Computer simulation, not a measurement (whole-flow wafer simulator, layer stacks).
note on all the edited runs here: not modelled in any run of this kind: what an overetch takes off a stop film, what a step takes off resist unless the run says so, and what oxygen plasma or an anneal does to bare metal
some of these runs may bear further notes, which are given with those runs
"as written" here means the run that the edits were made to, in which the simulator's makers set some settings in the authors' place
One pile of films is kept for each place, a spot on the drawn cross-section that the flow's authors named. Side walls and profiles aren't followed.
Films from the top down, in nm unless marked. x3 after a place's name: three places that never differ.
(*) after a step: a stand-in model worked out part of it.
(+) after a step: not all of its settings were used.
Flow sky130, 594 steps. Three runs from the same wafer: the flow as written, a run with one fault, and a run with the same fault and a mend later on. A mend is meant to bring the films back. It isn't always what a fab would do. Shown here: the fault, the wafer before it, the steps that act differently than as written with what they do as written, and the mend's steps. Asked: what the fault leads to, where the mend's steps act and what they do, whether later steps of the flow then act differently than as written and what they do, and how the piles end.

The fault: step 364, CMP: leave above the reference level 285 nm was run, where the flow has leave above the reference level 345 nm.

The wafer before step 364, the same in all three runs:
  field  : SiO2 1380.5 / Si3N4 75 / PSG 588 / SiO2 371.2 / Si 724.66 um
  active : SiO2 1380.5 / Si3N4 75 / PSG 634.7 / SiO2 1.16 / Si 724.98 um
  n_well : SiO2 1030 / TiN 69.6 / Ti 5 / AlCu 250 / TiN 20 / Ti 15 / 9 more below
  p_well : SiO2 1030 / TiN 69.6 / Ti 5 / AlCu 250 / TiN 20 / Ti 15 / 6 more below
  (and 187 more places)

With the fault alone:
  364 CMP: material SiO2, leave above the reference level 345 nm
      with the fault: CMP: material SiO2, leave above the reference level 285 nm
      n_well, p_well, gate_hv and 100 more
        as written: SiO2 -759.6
        with the fault: SiO2 -819.6
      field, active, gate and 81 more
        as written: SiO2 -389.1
        with the fault: SiO2 -449.1
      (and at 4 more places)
  Later steps of the flow that act differently than as written (7 more steps differ only slightly, by at most 2% or 0.5 nm, whichever is larger, and aren't shown):
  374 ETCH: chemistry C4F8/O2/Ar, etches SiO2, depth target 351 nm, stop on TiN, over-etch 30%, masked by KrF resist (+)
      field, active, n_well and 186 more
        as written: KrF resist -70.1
        with the fault: KrF resist -54.5
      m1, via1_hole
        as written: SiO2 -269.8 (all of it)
        with the fault: SiO2 -209.8 (all of it)
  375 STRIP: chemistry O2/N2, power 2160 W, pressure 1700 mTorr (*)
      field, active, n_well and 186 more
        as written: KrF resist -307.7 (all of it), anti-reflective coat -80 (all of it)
        with the fault: KrF resist -323.3 (all of it), anti-reflective coat -80 (all of it)
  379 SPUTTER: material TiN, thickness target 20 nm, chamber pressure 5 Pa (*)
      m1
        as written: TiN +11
        with the fault: TiN +12.2
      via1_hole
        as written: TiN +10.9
        with the fault: TiN +12.1
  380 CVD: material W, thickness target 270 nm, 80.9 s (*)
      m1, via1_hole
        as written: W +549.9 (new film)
        with the fault: W +488.7 (new film)
  At the end the piles differ from the flow's by more than 2% or 0.5 nm, whichever is larger, at n_well, p_well, gate_hv and 115 more.
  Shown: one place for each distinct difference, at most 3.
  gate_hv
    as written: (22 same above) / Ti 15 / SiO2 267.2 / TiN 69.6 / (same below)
    with the fault: (22 same above) / Ti 15 / SiO2 207.2 / TiN 69.6 / (same below)
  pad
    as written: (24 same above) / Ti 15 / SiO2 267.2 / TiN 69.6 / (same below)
    with the fault: (24 same above) / Ti 15 / SiO2 207.2 / TiN 69.6 / (same below)
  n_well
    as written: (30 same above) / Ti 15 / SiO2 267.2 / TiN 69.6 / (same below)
    with the fault: (30 same above) / Ti 15 / SiO2 207.2 / TiN 69.6 / (same below)

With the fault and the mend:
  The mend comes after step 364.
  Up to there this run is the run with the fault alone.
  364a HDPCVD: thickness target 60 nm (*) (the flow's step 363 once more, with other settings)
      field, active, n_well and 188 more
        SiO2 +60
  No later step of the flow acts differently than as written, at any place that is followed, by more than 2% or 0.5 nm, whichever is larger.
  At the end the piles are the same as the flow's at every place that both follow.
